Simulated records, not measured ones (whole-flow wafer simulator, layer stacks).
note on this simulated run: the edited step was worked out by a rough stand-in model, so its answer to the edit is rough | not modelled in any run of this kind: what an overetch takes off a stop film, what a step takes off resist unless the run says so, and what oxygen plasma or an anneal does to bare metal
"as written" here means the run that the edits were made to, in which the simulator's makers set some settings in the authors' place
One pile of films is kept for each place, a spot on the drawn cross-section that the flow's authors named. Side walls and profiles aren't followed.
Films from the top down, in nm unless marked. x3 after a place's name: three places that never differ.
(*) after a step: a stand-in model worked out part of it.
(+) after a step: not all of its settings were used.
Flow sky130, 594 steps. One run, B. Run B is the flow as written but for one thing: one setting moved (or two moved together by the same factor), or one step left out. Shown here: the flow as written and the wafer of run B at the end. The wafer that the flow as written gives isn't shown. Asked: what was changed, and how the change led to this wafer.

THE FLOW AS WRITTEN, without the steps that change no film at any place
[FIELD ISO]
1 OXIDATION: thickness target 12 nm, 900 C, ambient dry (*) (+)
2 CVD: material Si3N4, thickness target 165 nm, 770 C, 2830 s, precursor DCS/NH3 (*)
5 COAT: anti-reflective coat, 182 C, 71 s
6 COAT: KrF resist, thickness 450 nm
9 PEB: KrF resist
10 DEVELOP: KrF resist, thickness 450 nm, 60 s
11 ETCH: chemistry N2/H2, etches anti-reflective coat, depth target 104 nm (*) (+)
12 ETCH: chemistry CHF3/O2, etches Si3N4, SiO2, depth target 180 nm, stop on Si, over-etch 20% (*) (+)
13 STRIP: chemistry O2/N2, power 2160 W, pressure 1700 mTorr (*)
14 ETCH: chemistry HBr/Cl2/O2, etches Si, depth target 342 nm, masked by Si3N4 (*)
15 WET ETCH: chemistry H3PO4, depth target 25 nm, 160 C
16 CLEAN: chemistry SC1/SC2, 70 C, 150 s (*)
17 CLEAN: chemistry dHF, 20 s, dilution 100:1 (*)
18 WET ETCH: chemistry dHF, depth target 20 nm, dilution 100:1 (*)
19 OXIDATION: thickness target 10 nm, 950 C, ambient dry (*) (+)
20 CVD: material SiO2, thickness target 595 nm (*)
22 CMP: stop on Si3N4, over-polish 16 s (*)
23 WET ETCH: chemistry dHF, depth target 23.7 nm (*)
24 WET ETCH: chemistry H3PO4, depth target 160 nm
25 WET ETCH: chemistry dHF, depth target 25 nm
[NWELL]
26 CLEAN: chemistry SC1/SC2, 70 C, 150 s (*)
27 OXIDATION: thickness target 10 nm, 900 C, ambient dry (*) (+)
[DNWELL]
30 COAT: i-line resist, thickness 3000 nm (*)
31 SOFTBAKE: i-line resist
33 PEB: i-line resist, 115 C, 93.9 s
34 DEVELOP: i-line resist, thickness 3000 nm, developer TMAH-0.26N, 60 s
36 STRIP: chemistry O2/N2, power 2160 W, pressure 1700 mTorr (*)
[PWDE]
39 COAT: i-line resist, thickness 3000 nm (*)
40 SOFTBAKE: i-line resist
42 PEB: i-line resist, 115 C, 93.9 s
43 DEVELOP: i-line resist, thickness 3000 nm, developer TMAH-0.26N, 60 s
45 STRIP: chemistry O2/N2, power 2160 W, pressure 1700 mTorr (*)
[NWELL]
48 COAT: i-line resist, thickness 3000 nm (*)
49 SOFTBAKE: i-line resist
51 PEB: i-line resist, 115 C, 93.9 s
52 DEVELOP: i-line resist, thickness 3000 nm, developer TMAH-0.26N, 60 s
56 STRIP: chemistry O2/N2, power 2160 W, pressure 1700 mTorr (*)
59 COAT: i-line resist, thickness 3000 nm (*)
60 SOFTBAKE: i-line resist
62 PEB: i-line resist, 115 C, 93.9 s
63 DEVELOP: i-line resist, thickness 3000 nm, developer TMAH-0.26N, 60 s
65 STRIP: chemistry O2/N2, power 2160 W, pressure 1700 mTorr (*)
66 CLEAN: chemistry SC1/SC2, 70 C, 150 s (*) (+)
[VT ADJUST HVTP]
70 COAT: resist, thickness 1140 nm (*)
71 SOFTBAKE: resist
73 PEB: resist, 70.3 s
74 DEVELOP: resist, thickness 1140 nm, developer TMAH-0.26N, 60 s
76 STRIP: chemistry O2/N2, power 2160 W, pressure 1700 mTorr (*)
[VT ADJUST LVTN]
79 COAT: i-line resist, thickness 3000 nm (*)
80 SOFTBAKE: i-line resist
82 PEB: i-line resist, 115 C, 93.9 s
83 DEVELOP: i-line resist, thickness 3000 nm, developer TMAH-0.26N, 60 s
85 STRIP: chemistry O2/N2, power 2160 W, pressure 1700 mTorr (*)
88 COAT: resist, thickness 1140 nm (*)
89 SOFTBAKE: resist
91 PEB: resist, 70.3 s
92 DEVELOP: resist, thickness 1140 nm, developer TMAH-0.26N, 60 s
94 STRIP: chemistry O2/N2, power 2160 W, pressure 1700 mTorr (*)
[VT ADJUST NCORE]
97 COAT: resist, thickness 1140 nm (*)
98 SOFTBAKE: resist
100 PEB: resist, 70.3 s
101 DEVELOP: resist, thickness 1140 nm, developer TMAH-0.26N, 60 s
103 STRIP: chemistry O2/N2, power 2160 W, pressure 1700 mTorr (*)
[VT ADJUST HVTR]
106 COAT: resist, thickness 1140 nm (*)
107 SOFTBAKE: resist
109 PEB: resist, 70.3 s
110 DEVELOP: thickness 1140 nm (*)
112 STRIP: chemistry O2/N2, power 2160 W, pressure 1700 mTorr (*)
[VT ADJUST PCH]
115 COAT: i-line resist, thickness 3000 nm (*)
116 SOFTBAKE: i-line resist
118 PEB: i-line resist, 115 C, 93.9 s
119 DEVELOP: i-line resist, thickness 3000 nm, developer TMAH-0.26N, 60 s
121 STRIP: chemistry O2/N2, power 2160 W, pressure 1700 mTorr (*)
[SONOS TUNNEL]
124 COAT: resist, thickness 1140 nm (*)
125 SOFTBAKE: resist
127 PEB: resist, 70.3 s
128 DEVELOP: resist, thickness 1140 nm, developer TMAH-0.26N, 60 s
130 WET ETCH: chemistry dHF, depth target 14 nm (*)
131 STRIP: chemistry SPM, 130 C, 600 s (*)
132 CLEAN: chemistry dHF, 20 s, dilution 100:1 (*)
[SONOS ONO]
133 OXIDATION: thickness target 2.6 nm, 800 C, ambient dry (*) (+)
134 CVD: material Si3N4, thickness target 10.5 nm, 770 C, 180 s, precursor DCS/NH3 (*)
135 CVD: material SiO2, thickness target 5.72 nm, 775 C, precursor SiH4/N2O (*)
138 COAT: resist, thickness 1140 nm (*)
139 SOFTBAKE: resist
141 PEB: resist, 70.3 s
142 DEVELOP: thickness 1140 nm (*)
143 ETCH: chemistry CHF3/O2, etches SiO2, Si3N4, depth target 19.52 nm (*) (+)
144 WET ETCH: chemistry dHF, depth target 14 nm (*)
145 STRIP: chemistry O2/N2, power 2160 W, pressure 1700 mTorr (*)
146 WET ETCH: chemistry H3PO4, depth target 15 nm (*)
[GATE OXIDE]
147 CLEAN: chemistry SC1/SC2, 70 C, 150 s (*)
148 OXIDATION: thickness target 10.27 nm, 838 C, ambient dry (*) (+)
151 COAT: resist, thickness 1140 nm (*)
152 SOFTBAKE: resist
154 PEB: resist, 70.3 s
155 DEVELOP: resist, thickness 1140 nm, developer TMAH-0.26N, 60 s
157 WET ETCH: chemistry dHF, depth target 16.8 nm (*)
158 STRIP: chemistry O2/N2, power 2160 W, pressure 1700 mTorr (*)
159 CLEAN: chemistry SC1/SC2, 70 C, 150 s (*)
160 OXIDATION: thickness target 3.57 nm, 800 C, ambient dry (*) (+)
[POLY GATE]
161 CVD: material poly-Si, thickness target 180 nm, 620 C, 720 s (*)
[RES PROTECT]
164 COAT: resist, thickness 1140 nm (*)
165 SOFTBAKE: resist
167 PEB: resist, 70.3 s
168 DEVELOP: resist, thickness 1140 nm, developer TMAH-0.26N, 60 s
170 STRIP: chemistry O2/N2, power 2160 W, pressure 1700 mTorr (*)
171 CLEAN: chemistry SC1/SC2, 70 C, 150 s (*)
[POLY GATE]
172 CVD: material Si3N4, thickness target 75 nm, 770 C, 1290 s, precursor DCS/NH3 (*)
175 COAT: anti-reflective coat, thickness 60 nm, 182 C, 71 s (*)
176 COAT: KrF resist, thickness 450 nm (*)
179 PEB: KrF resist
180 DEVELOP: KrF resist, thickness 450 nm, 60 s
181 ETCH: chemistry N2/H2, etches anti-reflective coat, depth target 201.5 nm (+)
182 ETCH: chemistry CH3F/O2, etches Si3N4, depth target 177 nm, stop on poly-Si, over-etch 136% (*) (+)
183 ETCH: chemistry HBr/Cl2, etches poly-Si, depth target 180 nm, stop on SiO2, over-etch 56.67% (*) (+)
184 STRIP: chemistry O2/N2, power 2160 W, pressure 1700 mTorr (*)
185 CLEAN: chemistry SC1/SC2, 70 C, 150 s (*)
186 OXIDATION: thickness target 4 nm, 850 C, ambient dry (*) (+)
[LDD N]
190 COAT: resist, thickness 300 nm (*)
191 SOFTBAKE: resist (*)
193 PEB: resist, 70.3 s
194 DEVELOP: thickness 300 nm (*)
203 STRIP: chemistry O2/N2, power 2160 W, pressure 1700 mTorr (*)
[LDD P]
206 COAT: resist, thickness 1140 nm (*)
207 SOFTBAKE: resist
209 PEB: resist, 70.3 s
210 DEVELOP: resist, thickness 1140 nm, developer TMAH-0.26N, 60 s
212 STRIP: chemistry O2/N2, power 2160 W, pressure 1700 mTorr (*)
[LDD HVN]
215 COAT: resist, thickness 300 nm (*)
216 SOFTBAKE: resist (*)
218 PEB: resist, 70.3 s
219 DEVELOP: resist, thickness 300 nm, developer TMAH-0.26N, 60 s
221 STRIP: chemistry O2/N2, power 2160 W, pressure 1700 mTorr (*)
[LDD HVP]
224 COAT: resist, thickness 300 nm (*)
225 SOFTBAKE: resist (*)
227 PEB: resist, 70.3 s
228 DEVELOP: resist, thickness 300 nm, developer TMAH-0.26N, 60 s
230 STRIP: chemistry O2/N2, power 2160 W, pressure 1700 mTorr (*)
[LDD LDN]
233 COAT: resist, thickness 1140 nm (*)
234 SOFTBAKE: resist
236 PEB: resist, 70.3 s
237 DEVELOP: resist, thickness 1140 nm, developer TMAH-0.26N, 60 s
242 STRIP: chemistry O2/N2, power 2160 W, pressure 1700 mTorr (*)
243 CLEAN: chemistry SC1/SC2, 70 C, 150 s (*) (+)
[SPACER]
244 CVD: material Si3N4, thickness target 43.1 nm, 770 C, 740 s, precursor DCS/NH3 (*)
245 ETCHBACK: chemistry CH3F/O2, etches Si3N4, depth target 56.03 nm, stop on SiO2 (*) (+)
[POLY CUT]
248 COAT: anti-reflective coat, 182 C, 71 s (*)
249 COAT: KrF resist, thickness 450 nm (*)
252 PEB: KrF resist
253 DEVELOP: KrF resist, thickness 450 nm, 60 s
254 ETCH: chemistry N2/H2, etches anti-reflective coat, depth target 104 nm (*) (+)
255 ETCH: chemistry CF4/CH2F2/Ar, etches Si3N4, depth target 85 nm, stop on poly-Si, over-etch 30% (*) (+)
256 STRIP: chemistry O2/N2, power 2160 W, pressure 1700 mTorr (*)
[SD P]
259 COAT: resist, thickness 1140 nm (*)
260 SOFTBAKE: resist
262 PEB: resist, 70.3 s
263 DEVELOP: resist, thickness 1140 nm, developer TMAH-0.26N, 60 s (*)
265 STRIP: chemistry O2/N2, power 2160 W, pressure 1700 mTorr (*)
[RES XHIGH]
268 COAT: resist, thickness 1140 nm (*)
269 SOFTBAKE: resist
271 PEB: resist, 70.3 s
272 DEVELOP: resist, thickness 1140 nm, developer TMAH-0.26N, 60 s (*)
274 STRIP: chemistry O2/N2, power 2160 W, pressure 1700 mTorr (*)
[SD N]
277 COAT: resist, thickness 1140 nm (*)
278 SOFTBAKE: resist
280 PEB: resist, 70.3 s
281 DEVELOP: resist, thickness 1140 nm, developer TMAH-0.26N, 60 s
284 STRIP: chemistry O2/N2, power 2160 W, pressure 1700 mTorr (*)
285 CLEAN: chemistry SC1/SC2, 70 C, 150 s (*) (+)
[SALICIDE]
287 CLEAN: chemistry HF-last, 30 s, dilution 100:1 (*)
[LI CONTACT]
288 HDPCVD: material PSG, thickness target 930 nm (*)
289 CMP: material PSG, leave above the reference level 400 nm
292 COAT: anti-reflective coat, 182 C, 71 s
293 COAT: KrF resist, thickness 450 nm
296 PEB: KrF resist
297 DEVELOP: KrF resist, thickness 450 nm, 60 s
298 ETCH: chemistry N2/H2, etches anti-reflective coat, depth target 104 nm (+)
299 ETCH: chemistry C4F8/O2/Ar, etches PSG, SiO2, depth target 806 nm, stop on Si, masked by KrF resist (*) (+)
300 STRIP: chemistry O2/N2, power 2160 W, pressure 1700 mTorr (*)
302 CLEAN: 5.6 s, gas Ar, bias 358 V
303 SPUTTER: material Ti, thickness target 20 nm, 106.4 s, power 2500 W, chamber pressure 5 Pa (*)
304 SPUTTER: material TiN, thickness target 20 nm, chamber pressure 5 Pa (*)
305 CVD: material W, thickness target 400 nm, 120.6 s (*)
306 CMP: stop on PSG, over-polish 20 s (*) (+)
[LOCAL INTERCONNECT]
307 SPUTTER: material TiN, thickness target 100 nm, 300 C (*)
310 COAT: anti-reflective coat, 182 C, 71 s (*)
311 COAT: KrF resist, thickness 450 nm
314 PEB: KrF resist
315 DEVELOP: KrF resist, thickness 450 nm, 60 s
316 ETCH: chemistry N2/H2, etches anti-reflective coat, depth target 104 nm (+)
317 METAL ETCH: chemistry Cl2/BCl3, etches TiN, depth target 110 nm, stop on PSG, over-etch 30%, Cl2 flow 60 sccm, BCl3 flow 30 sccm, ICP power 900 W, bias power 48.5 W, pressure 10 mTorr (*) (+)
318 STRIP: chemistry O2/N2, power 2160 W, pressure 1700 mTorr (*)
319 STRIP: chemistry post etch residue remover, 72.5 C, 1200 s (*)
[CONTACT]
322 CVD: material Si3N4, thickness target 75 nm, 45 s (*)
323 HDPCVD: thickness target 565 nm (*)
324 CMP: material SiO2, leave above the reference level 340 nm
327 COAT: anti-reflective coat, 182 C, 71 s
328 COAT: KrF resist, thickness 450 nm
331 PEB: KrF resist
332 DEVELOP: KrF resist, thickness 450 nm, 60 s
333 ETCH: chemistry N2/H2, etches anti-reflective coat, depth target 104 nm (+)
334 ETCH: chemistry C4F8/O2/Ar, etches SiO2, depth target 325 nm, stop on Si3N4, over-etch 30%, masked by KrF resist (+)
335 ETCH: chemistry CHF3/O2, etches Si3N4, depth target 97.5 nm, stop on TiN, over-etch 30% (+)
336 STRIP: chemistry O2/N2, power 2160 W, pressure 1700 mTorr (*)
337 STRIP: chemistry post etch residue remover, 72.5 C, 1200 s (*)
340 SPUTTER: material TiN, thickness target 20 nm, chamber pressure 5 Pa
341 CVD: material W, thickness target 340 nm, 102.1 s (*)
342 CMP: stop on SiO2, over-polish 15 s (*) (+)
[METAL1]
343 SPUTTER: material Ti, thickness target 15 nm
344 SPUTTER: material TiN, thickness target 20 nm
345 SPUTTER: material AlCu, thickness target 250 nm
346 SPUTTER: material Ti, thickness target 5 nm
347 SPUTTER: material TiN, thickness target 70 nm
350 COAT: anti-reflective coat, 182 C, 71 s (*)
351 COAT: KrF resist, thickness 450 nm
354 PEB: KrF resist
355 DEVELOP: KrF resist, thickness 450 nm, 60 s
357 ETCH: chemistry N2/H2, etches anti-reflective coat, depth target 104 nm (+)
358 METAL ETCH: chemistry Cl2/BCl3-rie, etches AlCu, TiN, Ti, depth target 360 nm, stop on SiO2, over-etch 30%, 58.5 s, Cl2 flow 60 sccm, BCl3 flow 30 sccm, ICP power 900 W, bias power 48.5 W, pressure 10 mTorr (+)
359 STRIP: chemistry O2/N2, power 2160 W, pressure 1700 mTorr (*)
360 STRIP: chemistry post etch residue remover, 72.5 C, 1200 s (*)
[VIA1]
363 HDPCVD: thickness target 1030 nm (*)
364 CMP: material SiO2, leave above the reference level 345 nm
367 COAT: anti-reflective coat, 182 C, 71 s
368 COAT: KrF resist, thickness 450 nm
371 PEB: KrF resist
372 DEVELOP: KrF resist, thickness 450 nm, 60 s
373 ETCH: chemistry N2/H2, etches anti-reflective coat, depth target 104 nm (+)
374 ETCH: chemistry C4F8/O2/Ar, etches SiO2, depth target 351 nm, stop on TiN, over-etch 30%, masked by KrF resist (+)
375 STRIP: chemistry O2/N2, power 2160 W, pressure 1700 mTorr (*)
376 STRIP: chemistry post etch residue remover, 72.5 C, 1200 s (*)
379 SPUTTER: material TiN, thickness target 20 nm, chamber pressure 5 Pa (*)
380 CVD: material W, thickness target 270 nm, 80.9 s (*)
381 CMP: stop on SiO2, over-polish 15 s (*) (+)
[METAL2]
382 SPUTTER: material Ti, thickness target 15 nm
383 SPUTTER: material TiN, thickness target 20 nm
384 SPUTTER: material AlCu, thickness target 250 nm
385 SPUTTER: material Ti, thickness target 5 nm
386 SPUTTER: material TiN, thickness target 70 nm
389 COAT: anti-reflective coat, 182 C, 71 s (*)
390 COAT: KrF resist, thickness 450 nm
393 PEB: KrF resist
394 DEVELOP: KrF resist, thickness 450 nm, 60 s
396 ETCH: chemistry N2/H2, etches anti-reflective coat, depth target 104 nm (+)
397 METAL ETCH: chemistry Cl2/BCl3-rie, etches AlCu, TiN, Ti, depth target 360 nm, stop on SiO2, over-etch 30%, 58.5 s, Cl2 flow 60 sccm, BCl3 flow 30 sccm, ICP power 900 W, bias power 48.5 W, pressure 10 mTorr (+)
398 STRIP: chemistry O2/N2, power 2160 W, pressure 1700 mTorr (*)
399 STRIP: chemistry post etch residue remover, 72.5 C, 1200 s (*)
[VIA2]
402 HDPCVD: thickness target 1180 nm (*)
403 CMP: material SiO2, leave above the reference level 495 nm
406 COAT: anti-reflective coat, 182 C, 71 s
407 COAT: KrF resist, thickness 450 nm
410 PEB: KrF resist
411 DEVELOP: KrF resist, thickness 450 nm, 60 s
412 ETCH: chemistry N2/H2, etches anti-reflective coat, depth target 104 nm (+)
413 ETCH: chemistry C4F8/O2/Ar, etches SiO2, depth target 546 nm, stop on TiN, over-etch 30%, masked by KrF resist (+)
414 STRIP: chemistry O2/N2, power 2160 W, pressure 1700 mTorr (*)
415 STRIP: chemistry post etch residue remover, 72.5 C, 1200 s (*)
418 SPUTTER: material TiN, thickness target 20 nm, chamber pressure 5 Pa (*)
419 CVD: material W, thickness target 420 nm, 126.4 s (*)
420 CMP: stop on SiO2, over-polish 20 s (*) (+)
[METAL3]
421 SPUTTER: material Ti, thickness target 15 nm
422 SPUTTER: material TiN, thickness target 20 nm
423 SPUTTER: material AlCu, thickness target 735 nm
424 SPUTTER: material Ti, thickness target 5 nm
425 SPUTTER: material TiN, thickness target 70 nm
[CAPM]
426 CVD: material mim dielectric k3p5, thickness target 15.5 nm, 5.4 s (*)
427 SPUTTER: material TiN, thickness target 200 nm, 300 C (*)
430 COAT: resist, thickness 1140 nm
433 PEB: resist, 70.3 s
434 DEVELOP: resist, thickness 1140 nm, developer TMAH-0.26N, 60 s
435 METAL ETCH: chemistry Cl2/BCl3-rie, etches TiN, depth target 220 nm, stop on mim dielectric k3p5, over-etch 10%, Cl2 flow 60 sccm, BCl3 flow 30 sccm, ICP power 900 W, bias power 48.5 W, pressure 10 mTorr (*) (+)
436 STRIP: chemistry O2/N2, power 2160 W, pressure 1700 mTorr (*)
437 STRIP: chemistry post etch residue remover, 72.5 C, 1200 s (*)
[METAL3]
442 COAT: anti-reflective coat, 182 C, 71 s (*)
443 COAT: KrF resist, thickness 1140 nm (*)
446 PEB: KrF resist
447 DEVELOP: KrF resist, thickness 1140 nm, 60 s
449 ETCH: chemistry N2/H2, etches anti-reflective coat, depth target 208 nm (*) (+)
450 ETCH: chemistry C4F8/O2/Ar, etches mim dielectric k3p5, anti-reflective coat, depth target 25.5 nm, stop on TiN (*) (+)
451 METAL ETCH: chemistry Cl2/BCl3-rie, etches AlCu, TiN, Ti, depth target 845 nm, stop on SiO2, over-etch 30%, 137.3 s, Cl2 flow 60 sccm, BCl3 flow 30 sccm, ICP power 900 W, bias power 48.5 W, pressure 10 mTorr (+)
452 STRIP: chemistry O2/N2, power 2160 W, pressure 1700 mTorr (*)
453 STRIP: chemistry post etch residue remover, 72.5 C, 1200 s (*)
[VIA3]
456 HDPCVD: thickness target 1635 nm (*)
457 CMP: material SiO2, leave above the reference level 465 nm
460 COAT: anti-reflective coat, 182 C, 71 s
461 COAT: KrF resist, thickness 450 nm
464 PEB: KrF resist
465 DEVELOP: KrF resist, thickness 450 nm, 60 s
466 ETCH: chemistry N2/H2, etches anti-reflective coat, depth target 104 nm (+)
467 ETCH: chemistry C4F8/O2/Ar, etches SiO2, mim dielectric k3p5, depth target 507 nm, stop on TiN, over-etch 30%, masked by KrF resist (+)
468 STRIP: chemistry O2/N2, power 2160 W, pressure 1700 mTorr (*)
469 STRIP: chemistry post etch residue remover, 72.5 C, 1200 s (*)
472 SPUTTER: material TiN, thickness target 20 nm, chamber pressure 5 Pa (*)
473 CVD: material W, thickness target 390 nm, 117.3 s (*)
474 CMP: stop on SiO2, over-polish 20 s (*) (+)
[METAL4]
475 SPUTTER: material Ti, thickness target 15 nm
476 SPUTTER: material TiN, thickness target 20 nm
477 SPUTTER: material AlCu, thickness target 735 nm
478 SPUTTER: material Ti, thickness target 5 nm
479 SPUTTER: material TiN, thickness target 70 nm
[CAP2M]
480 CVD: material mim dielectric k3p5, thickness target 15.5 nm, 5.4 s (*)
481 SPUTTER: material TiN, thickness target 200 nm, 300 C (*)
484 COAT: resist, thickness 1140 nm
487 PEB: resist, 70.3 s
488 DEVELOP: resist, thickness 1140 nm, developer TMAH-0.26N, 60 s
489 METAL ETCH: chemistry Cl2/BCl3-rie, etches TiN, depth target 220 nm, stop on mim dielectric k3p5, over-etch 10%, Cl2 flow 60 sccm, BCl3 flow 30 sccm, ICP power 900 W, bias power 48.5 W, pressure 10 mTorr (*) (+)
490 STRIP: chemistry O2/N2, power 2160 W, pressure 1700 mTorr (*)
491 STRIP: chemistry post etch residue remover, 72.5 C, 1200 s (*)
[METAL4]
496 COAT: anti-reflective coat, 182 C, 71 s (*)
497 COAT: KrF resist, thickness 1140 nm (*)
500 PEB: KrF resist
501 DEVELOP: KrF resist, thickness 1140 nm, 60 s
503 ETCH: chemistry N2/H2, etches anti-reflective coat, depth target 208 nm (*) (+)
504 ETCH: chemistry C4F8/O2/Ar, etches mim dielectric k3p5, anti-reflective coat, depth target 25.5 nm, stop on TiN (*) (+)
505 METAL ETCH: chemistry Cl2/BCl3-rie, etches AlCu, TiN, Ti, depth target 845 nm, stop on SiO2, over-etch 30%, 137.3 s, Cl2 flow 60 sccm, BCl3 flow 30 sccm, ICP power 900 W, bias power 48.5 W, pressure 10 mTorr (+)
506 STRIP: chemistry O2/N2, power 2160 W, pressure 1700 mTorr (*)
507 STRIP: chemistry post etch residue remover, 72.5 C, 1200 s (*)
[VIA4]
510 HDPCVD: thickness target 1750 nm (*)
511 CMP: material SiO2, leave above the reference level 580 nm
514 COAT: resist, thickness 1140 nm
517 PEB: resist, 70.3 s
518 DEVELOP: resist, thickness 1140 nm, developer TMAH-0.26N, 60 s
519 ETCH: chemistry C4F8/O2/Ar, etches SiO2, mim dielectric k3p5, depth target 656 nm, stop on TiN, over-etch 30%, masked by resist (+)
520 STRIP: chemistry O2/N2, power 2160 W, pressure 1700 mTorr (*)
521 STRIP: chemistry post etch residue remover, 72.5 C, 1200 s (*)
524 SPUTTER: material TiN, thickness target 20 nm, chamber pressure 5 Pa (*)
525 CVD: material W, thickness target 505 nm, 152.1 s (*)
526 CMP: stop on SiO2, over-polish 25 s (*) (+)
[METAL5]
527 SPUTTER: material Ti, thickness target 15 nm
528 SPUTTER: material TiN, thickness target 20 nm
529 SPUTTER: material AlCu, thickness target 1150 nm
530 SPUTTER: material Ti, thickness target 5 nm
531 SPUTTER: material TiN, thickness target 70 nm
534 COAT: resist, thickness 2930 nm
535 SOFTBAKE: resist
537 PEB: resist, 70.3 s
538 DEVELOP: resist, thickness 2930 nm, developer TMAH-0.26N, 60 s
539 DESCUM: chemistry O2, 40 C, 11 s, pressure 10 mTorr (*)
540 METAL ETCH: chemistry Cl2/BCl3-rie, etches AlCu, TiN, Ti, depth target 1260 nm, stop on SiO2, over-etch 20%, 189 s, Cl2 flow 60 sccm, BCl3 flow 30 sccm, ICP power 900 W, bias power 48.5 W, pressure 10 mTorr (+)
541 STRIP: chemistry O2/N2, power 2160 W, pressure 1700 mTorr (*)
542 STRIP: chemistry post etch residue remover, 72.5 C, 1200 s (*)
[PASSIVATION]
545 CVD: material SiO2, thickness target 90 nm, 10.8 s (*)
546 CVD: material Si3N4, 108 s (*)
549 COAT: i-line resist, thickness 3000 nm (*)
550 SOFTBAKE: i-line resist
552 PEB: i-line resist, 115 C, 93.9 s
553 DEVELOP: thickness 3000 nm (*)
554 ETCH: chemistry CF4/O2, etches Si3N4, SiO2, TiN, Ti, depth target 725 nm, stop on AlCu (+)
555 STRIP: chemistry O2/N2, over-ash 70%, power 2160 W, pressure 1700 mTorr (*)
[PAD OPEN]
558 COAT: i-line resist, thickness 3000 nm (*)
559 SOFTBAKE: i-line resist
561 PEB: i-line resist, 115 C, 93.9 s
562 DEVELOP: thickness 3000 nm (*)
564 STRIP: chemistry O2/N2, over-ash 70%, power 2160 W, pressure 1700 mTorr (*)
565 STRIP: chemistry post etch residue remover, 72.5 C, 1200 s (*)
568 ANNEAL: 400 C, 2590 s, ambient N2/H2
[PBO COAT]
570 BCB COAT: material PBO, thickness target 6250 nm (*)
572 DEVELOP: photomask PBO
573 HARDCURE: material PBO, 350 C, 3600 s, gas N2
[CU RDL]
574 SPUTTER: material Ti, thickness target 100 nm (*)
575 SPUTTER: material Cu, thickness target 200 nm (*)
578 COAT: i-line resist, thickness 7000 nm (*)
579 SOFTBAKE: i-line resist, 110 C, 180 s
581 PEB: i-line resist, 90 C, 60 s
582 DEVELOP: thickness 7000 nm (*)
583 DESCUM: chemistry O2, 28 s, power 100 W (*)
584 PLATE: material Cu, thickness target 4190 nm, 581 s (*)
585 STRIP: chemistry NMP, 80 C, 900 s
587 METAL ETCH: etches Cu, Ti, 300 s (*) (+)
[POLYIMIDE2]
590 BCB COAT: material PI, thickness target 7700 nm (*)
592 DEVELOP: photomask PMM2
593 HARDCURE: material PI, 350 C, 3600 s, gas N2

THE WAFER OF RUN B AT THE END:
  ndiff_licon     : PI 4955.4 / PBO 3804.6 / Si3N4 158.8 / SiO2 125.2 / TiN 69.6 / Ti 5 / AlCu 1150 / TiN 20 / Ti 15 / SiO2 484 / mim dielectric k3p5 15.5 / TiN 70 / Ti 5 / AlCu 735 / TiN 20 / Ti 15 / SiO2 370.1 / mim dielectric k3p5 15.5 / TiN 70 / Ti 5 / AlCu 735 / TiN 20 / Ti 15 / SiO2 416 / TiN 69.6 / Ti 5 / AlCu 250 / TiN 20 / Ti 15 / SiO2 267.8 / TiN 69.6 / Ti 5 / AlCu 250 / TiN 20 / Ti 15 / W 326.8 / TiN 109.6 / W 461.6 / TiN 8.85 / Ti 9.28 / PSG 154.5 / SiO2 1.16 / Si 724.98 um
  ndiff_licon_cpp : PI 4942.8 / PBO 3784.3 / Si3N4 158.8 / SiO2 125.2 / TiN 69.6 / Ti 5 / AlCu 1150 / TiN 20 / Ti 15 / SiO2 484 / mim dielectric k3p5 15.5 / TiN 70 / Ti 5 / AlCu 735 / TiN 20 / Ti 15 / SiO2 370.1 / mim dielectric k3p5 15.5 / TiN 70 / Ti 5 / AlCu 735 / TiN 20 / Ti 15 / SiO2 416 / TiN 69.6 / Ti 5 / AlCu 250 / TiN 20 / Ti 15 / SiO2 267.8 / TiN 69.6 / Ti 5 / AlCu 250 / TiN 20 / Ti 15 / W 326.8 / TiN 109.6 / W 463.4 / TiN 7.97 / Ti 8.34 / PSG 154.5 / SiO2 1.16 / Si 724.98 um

The cause: step 299, ETCH: depth target 484 nm was run, where the flow has depth target 806 nm.

How the change led to this, step by step:
  299 ETCH: chemistry C4F8/O2/Ar, etches PSG, SiO2, depth target 806 nm, stop on Si, masked by KrF resist (*) (+)
      contact, ndiff_licon, ndiff_licon_cpp: PSG -484 (as written it would be: PSG -643.6 (all of it), SiO2 -1.16 (all of it))
      field, active, n_well and 184 more: KrF resist -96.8 (as written it would be: KrF resist -161.2)
  300 STRIP: chemistry O2/N2, power 2160 W, pressure 1700 mTorr (*)
      contact, ndiff_licon, ndiff_licon_cpp: nothing (as written it would be: chemical SiO2 +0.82 (new film), Si -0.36)
      field, active, n_well and 184 more: KrF resist -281 (all of it), anti-reflective coat -80 (all of it) (as written it would be: KrF resist -216.6 (all of it), anti-reflective coat -80 (all of it))
  302 CLEAN: 5.6 s, gas Ar, bias 358 V
      contact, ndiff_licon, ndiff_licon_cpp: PSG -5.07 (as written it would be: chemical SiO2 -0.82 (all of it))
  303 SPUTTER: material Ti, thickness target 20 nm, 106.4 s, power 2500 W, chamber pressure 5 Pa (*)
      ndiff_licon: Ti +9.28 (new film) (as written it would be: Ti +7.24 (new film))
      ndiff_licon_cpp: Ti +8.34 (new film) (as written it would be: Ti +6.53 (new film))
  304 SPUTTER: material TiN, thickness target 20 nm, chamber pressure 5 Pa (*)
      ndiff_licon: TiN +8.85 (new film) (as written it would be: TiN +6.83 (new film))
      ndiff_licon_cpp: TiN +7.97 (new film) (as written it would be: TiN +6.17 (new film))
  305 CVD: material W, thickness target 400 nm, 120.6 s (*)
      ndiff_licon: W +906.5 (new film) (as written it would be: W +1066.5 (new film))
      ndiff_licon_cpp: W +908.3 (new film) (as written it would be: W +1067.9 (new film))
  568 ANNEAL: 400 C, 2590 s, ambient N2/H2
      ndiff_licon, ndiff_licon_cpp: nothing (as written it would be: under 37 films: void +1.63 (new film), Ti -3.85, TiSi first +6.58 (new film), Si -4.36)
Counting metal films that touch as one body, ndiff_licon has 5 bodies (between them, from the top down: SiO2 484 / mim dielectric k3p5 15.5; SiO2 370.1 / mim dielectric k3p5 15.5; SiO2 416; SiO2 267.8); the flow as written gives 6 bodies (between them, from the top down: SiO2 484 / mim dielectric k3p5 15.5; SiO2 370.1 / mim dielectric k3p5 15.5; SiO2 416; SiO2 267.8; void 1.78).
Counting metal films that touch as one body, ndiff_licon_cpp has 5 bodies (between them, from the top down: SiO2 484 / mim dielectric k3p5 15.5; SiO2 370.1 / mim dielectric k3p5 15.5; SiO2 416; SiO2 267.8); the flow as written gives 6 bodies (between them, from the top down: SiO2 484 / mim dielectric k3p5 15.5; SiO2 370.1 / mim dielectric k3p5 15.5; SiO2 416; SiO2 267.8; void 1.78).
